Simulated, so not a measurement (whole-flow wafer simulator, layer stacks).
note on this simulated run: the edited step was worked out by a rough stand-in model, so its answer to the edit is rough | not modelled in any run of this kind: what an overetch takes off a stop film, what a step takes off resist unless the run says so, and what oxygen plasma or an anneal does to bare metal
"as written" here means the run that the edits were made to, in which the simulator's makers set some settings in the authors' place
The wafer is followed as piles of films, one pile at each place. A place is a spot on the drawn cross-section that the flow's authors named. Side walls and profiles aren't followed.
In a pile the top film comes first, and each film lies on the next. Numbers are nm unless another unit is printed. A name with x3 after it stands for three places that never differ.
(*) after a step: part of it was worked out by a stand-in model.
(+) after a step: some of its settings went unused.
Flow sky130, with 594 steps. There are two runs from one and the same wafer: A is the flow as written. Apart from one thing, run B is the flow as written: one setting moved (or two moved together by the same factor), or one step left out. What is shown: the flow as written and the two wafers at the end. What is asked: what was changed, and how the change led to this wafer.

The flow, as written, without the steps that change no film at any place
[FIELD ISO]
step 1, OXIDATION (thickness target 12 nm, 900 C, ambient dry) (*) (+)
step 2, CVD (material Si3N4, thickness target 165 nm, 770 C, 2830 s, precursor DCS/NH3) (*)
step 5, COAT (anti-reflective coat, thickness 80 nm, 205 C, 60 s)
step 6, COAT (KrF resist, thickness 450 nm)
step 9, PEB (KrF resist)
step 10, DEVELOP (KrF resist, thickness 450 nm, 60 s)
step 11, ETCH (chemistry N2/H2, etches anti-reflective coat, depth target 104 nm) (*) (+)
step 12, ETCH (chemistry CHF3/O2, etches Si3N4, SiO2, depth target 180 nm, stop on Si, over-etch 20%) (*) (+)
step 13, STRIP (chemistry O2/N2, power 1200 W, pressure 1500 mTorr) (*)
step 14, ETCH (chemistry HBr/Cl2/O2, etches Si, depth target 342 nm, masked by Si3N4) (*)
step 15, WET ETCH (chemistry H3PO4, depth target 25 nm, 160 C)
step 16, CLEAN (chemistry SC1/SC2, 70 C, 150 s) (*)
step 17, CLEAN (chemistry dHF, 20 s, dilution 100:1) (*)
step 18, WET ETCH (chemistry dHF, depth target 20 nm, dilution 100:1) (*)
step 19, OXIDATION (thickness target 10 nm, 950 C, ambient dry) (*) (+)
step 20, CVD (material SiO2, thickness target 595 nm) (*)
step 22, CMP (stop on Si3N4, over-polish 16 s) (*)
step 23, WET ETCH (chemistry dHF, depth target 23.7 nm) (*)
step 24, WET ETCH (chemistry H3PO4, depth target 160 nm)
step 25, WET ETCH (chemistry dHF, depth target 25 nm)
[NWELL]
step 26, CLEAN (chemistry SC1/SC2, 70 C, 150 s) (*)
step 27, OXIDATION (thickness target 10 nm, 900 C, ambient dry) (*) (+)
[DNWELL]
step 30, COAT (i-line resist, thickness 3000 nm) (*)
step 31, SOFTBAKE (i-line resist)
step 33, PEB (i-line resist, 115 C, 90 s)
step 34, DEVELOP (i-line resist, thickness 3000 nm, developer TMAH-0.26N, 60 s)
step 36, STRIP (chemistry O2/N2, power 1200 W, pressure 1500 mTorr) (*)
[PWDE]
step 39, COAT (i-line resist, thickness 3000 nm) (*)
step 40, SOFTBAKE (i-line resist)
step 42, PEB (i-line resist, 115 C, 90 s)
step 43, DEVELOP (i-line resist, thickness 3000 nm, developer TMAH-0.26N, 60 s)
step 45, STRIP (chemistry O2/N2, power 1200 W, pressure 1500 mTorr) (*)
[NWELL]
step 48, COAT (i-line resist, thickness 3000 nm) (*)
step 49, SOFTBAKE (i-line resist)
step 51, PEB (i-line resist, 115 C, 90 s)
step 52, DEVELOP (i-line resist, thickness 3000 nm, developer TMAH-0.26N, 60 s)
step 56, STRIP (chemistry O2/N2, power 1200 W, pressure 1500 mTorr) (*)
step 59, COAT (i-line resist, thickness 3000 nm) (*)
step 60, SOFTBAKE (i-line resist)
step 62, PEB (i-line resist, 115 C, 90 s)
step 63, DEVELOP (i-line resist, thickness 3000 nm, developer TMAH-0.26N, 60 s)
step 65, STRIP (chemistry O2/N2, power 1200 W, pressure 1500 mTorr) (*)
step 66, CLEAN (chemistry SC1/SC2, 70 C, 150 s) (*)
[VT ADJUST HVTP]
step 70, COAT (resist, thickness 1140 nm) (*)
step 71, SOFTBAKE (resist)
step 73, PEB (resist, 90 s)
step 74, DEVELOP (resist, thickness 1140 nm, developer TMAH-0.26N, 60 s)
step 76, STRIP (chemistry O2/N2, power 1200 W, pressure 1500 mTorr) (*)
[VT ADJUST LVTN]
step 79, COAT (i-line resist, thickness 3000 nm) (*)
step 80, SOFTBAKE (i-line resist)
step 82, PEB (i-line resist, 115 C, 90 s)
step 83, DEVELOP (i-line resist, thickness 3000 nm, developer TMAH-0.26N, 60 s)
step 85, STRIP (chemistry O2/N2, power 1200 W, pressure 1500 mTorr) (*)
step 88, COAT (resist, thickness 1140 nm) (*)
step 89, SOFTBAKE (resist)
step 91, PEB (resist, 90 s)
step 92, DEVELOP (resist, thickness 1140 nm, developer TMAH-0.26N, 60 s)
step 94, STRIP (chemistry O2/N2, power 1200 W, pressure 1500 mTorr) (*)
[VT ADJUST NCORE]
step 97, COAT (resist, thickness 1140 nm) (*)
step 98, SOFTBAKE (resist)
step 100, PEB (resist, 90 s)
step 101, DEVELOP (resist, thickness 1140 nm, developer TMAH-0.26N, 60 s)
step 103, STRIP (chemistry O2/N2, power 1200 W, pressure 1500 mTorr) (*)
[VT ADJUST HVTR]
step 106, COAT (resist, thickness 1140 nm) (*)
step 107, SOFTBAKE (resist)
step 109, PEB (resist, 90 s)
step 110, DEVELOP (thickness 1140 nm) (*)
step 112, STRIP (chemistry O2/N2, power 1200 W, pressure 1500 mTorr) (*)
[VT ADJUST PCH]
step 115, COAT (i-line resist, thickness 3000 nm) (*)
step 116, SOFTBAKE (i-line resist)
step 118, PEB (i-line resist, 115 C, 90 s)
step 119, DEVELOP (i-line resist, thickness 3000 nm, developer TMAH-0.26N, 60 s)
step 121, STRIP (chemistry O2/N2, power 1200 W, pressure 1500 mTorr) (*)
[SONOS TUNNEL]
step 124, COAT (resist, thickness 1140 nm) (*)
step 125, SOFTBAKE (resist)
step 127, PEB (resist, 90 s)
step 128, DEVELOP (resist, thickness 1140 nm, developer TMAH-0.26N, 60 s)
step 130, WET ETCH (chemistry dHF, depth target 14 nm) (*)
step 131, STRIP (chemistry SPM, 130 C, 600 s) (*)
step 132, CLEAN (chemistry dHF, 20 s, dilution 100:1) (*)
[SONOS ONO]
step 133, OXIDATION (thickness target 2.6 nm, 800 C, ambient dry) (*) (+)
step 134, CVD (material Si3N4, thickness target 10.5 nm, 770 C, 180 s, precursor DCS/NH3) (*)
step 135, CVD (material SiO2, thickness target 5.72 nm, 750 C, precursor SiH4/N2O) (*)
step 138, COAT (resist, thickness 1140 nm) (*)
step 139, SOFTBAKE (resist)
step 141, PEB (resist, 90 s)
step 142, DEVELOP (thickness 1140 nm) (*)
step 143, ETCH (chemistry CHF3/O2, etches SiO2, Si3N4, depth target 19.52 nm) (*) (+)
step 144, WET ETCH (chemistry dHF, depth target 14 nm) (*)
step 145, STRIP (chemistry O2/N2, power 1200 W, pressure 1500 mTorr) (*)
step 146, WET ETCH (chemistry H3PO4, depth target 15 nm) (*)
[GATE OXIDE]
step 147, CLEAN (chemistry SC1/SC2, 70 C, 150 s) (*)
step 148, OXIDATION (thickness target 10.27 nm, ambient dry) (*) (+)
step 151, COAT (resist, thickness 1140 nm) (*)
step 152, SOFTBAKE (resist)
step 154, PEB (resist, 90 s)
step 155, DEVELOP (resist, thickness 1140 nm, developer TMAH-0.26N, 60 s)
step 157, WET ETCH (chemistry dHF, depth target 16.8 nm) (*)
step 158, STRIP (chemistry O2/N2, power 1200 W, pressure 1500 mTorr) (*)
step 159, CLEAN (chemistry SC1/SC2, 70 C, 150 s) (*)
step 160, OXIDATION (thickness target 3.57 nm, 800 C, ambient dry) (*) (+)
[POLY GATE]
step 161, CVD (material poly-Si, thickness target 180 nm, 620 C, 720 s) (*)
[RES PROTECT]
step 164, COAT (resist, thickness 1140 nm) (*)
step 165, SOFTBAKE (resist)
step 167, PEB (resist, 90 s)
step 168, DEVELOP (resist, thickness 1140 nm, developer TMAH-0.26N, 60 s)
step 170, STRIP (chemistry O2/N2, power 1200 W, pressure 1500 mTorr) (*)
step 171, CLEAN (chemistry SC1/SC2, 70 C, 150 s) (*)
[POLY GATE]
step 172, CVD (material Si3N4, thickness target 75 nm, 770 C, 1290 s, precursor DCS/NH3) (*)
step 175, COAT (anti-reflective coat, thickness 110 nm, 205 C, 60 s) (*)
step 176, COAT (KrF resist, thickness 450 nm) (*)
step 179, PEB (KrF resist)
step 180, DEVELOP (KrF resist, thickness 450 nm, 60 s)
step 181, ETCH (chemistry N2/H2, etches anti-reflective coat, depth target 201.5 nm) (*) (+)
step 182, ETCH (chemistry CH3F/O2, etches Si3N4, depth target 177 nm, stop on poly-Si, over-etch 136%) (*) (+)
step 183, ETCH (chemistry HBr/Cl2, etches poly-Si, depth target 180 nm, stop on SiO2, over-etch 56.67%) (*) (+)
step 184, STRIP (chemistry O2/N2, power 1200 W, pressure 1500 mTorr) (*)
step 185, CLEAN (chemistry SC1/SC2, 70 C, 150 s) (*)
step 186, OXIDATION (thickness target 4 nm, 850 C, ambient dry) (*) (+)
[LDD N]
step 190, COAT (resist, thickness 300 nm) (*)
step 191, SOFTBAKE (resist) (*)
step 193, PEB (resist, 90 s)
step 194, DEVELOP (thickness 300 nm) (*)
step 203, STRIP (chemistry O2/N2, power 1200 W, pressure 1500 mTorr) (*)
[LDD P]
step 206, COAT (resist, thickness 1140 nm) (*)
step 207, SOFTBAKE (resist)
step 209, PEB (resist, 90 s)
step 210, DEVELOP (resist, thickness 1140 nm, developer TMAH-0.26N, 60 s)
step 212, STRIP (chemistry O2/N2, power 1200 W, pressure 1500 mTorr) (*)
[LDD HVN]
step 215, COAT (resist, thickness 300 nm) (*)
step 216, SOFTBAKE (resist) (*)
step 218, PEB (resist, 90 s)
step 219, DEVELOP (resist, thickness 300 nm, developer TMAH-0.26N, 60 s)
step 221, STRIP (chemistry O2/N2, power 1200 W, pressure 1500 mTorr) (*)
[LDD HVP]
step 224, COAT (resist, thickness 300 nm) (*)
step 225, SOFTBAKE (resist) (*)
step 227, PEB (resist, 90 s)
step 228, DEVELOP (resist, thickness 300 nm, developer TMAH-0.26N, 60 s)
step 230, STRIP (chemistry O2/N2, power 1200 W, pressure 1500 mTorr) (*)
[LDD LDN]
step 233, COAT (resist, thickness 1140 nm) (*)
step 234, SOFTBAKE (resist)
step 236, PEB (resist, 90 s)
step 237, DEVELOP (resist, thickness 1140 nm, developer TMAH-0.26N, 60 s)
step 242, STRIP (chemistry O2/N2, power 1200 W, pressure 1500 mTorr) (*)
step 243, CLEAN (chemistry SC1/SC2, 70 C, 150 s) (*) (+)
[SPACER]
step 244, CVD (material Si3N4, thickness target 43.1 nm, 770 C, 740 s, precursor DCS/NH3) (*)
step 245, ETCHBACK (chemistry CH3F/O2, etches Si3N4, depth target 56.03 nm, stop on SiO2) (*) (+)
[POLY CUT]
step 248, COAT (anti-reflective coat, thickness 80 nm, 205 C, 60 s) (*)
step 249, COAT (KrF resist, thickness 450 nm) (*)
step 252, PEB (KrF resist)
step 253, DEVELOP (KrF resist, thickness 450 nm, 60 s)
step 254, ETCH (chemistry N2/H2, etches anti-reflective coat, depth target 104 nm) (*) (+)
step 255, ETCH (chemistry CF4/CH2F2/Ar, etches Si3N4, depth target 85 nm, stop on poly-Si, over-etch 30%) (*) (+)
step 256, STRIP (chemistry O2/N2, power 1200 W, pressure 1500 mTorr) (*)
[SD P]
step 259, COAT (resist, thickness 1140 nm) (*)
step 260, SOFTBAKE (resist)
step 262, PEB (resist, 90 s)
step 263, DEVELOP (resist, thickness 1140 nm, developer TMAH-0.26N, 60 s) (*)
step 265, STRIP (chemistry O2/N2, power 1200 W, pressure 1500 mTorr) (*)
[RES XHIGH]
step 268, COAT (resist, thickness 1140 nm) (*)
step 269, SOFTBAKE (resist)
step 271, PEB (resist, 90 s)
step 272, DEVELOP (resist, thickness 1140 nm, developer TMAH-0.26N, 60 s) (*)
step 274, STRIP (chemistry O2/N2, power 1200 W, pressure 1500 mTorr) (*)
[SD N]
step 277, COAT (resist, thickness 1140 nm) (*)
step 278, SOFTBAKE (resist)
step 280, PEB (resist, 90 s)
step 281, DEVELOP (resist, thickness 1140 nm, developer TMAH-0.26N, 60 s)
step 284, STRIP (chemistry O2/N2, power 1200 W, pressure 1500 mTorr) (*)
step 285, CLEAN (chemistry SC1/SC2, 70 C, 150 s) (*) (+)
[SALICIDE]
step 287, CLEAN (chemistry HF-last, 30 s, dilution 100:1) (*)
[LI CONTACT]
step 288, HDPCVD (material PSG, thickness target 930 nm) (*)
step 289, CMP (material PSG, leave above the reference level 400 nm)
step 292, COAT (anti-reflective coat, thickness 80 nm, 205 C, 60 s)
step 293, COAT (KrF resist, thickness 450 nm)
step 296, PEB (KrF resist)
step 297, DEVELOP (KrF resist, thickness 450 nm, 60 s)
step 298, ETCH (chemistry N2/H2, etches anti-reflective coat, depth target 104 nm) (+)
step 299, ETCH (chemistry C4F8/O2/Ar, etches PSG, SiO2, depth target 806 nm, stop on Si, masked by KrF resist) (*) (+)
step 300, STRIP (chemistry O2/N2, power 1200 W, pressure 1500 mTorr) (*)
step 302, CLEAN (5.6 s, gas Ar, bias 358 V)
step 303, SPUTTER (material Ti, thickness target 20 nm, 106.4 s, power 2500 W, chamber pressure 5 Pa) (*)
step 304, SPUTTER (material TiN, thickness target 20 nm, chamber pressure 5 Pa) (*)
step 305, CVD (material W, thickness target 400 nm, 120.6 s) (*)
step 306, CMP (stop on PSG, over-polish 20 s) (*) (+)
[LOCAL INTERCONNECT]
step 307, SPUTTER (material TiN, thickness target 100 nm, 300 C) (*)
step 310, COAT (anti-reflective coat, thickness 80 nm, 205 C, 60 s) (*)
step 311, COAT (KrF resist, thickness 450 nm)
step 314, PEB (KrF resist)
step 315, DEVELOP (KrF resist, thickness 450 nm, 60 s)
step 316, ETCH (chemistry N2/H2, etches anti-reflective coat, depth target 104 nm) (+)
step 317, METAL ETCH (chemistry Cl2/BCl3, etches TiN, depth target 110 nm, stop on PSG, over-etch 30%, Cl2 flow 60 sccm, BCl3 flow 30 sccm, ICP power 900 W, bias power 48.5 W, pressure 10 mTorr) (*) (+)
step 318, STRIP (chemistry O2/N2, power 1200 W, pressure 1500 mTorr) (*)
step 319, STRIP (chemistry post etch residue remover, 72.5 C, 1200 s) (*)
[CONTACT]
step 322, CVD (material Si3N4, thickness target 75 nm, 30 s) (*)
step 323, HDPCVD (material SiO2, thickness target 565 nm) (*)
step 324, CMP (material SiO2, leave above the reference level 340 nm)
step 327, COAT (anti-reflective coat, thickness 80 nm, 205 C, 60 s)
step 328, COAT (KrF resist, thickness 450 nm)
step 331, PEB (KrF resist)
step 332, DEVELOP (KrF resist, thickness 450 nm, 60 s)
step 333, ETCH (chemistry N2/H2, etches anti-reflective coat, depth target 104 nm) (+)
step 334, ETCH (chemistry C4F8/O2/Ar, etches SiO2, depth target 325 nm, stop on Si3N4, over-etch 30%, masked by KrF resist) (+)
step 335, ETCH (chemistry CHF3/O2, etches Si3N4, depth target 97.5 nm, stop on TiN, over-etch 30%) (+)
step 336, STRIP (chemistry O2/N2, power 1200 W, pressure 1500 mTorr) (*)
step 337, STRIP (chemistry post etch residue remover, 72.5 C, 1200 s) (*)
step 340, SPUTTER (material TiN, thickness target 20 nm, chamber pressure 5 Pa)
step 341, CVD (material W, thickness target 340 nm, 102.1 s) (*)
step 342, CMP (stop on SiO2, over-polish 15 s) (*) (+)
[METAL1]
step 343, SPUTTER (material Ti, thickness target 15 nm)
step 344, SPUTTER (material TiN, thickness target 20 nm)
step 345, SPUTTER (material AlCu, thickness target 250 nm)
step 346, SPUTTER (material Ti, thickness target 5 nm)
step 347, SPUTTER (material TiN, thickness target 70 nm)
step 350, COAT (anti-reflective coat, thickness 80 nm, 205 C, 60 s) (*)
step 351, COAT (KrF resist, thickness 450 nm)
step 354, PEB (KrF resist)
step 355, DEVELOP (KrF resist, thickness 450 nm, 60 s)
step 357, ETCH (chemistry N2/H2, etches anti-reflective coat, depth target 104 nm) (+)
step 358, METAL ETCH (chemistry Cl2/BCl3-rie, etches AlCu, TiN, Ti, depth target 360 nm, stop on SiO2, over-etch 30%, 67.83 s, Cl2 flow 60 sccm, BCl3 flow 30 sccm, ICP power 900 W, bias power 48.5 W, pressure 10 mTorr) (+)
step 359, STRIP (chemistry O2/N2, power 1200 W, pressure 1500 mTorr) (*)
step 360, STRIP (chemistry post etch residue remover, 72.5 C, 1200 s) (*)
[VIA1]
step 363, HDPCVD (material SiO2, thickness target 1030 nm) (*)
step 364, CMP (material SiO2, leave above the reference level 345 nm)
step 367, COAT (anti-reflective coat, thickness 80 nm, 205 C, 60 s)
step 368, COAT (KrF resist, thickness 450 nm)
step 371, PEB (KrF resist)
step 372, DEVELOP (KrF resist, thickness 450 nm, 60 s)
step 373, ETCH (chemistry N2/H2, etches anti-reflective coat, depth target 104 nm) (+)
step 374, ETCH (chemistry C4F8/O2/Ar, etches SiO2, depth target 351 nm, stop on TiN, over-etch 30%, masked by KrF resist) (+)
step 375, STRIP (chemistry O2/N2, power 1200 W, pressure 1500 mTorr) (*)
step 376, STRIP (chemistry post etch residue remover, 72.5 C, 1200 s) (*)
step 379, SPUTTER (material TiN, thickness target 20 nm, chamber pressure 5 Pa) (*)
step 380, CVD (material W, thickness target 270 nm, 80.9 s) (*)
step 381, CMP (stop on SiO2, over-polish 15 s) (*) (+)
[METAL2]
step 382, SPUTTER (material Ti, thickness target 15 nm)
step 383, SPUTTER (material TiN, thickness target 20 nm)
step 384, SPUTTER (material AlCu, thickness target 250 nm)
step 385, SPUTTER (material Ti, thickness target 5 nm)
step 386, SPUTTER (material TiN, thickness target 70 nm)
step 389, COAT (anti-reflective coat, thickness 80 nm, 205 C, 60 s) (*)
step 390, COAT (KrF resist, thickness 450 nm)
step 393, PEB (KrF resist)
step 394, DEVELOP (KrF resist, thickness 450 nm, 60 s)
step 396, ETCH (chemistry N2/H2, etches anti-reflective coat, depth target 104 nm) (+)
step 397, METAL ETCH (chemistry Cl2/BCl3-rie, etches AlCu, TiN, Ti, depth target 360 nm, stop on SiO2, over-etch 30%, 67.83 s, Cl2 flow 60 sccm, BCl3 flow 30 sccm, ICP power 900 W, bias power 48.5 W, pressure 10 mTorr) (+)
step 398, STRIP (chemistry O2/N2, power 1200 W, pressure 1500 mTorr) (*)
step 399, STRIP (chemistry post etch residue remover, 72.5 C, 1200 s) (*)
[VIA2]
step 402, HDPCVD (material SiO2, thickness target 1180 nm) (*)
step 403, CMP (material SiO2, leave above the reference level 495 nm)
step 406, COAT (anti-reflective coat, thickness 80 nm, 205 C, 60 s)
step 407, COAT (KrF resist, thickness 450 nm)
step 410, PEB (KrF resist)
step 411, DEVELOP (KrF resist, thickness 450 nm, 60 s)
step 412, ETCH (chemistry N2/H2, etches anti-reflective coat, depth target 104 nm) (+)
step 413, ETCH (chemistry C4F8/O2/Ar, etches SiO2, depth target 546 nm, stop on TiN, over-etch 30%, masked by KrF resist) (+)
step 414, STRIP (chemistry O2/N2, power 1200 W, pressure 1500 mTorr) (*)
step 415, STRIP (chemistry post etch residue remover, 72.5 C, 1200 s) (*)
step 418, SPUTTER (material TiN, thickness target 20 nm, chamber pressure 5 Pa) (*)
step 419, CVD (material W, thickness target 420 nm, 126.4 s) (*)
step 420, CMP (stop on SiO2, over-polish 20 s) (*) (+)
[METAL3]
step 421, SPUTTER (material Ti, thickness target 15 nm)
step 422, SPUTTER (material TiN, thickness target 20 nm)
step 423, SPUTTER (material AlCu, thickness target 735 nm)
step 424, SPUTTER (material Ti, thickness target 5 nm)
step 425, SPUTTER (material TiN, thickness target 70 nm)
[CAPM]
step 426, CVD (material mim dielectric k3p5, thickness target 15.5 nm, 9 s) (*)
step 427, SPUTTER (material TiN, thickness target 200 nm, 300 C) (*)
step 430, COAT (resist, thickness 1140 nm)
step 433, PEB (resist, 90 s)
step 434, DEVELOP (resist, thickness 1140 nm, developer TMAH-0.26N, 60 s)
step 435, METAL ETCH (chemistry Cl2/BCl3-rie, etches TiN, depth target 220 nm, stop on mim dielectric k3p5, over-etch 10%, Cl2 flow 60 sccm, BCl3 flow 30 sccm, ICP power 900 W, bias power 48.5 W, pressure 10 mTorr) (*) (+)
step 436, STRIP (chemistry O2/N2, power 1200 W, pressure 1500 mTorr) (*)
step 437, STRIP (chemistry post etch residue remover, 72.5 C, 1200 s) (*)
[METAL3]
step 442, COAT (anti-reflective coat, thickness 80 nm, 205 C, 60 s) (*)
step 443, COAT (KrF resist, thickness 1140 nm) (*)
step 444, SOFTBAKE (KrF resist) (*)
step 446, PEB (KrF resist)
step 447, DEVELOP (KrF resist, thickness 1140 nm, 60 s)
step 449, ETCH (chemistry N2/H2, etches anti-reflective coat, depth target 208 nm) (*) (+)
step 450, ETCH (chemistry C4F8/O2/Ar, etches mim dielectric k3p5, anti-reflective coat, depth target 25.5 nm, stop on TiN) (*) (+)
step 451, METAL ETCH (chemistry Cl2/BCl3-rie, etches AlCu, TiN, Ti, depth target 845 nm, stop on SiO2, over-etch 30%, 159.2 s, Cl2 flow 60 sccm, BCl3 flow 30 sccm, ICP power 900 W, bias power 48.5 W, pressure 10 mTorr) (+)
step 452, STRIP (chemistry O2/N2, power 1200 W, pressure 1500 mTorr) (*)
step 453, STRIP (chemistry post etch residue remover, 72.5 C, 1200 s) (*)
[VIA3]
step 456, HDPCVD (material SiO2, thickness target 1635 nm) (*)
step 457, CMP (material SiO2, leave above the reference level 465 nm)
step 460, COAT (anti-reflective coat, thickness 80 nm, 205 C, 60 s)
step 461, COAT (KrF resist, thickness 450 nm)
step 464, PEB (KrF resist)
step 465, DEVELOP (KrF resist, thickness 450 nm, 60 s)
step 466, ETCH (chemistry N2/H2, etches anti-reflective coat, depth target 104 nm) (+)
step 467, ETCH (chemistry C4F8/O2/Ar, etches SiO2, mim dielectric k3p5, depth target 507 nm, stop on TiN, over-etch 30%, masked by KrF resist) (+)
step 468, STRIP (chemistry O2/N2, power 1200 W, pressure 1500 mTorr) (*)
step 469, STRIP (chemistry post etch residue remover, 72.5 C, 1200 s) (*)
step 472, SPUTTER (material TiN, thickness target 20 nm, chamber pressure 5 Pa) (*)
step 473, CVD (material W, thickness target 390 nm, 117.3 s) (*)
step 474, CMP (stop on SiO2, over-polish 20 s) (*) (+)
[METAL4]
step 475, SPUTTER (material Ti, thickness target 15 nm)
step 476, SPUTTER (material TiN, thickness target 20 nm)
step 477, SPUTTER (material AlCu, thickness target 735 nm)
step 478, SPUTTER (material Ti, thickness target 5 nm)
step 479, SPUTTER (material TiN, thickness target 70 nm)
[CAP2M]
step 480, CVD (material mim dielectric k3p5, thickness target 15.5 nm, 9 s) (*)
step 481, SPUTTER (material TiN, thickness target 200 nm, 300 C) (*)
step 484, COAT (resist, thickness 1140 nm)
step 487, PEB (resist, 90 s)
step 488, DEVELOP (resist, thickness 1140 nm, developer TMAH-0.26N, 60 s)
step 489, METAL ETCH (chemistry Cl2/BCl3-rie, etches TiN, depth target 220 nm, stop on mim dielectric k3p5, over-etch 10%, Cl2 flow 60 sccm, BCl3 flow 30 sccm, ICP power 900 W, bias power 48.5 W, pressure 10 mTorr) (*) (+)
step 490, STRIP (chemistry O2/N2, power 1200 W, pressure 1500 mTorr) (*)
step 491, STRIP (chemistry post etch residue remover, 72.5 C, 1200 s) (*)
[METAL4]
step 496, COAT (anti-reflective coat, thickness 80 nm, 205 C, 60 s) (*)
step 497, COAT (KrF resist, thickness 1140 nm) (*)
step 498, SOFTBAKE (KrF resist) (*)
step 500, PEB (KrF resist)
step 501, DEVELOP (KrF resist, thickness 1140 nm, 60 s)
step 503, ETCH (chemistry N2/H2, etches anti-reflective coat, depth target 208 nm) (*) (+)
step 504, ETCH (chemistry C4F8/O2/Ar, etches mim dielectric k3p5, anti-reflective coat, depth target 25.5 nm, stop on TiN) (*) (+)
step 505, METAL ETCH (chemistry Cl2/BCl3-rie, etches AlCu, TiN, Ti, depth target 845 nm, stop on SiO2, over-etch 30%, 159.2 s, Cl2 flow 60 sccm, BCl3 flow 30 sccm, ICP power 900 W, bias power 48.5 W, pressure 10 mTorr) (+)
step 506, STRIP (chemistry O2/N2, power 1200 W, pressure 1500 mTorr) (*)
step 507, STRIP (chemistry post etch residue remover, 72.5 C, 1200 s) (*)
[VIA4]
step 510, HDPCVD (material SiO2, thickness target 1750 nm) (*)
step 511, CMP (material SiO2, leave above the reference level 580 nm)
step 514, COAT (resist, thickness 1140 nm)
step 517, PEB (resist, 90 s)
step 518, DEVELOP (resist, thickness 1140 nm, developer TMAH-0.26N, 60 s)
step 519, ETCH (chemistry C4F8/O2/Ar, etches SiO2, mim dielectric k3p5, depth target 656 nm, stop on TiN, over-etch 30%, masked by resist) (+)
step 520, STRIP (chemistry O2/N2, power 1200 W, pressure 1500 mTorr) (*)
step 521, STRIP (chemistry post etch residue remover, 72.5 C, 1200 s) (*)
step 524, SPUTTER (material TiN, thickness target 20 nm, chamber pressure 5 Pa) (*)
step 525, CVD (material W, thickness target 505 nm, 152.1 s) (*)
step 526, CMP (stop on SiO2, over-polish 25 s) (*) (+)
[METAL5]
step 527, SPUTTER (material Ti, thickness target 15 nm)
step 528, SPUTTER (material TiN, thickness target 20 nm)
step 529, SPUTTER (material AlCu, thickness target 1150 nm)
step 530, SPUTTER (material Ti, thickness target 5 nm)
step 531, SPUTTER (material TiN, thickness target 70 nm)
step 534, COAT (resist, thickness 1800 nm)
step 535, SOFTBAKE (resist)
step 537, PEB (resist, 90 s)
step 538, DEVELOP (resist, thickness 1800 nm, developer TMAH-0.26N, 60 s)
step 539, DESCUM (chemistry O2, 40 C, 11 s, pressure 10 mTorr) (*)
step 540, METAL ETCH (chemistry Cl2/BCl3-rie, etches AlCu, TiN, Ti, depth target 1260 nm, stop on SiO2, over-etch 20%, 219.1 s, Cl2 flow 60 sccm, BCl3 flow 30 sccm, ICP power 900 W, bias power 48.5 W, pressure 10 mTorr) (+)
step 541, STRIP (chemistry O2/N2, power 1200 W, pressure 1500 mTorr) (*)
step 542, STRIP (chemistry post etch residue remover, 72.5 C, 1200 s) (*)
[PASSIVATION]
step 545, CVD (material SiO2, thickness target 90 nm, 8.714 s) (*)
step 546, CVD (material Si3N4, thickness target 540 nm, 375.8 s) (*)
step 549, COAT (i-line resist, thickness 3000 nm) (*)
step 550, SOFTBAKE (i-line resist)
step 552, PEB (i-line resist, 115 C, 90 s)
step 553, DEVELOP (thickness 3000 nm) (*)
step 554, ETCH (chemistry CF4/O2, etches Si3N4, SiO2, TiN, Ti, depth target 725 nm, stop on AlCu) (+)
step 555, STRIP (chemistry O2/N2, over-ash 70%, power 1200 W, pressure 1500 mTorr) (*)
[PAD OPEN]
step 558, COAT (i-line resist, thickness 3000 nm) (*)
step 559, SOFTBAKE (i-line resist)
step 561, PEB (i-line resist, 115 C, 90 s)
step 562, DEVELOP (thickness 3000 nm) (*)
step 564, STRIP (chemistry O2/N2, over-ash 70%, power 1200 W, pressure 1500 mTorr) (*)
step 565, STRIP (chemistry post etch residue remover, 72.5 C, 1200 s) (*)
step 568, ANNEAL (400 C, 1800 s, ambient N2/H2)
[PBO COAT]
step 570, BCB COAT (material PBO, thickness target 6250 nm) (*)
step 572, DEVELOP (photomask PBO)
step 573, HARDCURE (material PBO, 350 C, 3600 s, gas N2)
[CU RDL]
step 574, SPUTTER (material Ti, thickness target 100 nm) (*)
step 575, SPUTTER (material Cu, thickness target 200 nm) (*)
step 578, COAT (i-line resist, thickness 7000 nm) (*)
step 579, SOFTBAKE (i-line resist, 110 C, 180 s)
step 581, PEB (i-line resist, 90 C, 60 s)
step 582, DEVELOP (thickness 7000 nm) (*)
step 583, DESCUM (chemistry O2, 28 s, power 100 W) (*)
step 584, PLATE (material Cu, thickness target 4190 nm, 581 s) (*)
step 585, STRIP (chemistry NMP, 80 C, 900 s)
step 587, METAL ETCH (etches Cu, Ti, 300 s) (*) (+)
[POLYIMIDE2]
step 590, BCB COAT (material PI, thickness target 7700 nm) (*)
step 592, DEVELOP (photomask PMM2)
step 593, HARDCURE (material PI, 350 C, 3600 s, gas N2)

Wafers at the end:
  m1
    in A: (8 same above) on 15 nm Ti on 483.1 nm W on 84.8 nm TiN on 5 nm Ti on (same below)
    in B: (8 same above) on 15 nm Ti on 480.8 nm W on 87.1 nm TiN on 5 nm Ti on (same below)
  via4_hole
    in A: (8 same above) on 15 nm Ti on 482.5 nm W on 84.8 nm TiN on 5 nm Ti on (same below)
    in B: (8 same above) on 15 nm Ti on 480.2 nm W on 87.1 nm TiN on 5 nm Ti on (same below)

What caused this: step 524, SPUTTER: thickness target 23 nm was run, though the flow has thickness target 20 nm.

Step by step, how the change led to this:
  step 524, SPUTTER (material TiN, thickness target 20 nm, chamber pressure 5 Pa) (*)
      field, active, n_well and 188 more: A +20 TiN (new film) | B +23 TiN (new film)
      m1, via4_hole: A +15.3 TiN | B +17.5 TiN
  step 526, CMP (stop on SiO2, over-polish 25 s) (*) (+)
      field, active, n_well and 188 more: A -505 W (all of it), -20 TiN (all of it), -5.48 SiO2 | B -505 W (all of it), -23 TiN (all of it), -5.48 SiO2
